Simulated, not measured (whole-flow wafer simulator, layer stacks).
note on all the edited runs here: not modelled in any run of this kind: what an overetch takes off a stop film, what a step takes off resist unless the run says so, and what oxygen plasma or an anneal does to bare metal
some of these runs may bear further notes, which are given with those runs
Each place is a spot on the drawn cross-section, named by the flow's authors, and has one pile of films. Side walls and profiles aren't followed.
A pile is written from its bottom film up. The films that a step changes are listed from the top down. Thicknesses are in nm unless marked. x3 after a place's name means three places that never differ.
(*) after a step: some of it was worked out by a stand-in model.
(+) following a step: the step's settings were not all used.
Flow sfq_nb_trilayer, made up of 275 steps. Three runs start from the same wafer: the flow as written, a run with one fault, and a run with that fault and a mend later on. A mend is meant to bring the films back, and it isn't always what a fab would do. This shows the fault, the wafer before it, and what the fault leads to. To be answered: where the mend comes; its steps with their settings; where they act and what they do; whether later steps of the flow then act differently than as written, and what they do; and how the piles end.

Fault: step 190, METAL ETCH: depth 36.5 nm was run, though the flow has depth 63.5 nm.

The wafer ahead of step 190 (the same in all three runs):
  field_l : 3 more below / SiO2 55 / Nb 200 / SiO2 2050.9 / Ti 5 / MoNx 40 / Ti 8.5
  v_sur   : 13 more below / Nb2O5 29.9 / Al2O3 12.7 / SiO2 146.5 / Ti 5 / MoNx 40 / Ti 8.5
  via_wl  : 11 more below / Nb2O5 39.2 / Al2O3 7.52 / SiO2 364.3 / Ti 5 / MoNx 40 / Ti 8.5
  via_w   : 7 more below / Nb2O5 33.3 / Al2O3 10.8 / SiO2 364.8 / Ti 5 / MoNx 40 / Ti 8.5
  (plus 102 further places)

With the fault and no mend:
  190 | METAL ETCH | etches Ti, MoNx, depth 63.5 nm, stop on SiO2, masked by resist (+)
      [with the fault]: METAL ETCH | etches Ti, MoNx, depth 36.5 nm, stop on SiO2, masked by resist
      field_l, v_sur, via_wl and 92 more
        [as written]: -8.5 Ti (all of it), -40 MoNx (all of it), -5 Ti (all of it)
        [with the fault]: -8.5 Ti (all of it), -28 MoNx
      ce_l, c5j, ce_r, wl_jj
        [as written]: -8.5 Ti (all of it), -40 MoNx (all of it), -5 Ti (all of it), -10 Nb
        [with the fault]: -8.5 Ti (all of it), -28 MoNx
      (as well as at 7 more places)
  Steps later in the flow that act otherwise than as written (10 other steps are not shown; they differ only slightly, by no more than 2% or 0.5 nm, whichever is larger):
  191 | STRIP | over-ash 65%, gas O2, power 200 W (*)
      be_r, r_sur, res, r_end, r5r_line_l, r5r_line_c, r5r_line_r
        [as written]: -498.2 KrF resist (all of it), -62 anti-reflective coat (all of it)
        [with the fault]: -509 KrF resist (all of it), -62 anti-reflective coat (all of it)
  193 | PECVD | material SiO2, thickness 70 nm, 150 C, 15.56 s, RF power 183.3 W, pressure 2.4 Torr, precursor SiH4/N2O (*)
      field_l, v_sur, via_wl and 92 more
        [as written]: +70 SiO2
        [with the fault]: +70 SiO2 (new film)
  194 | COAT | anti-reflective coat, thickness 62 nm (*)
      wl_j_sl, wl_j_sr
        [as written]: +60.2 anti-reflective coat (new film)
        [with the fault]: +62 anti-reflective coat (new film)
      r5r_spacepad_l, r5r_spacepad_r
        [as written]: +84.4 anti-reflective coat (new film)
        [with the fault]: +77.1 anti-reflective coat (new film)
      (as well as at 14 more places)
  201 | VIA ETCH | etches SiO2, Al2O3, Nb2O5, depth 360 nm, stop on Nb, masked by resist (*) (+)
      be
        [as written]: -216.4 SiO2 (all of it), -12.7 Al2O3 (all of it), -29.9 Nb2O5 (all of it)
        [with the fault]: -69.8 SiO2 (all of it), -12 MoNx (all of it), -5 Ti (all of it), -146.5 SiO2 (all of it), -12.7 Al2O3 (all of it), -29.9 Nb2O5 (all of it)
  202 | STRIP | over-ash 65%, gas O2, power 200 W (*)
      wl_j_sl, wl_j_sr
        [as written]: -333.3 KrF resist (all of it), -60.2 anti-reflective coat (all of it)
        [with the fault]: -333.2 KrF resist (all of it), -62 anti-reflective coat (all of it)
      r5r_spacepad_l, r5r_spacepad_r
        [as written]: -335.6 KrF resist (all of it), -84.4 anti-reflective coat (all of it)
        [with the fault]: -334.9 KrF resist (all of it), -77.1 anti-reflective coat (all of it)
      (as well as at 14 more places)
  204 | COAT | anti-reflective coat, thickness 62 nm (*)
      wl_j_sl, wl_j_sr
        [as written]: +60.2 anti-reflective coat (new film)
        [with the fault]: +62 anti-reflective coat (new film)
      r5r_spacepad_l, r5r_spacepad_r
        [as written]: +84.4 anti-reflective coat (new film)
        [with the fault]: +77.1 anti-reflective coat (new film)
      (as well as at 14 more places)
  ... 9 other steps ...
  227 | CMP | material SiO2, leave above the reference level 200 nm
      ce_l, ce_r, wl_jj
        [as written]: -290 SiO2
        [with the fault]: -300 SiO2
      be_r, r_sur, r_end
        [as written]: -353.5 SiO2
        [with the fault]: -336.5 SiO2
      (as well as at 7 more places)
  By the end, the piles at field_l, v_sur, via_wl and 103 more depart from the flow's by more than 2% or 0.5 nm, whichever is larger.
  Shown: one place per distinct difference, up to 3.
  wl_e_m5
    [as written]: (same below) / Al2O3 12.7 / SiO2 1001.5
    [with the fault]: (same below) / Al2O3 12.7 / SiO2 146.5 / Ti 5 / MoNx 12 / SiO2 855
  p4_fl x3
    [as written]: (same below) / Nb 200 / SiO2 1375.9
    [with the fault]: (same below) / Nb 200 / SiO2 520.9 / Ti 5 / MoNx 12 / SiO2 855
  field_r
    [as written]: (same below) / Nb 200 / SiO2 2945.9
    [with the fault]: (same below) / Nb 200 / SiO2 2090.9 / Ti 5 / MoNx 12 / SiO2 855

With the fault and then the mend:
  The mend follows step 190.
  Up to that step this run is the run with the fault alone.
  190a | METAL ETCH | etches Ti, MoNx, depth 27 nm, stop on SiO2, masked by resist (+) (the flow's step 190, run once more with other settings)
      field_l, v_sur, via_wl and 92 more
        -12 MoNx (all of it), -5 Ti (all of it)
      be_r, r_sur, res, r_end, r5r_line_l, r5r_line_c, r5r_line_r
        -10.8 KrF resist
      ce_l, c5j, ce_r, wl_jj
        -12 MoNx (all of it), -5 Ti (all of it), -10 Nb
  None of the later steps of the flow acts differently than as written at any place that is followed.
  The piles end the same as the flow's at every place that both follow.
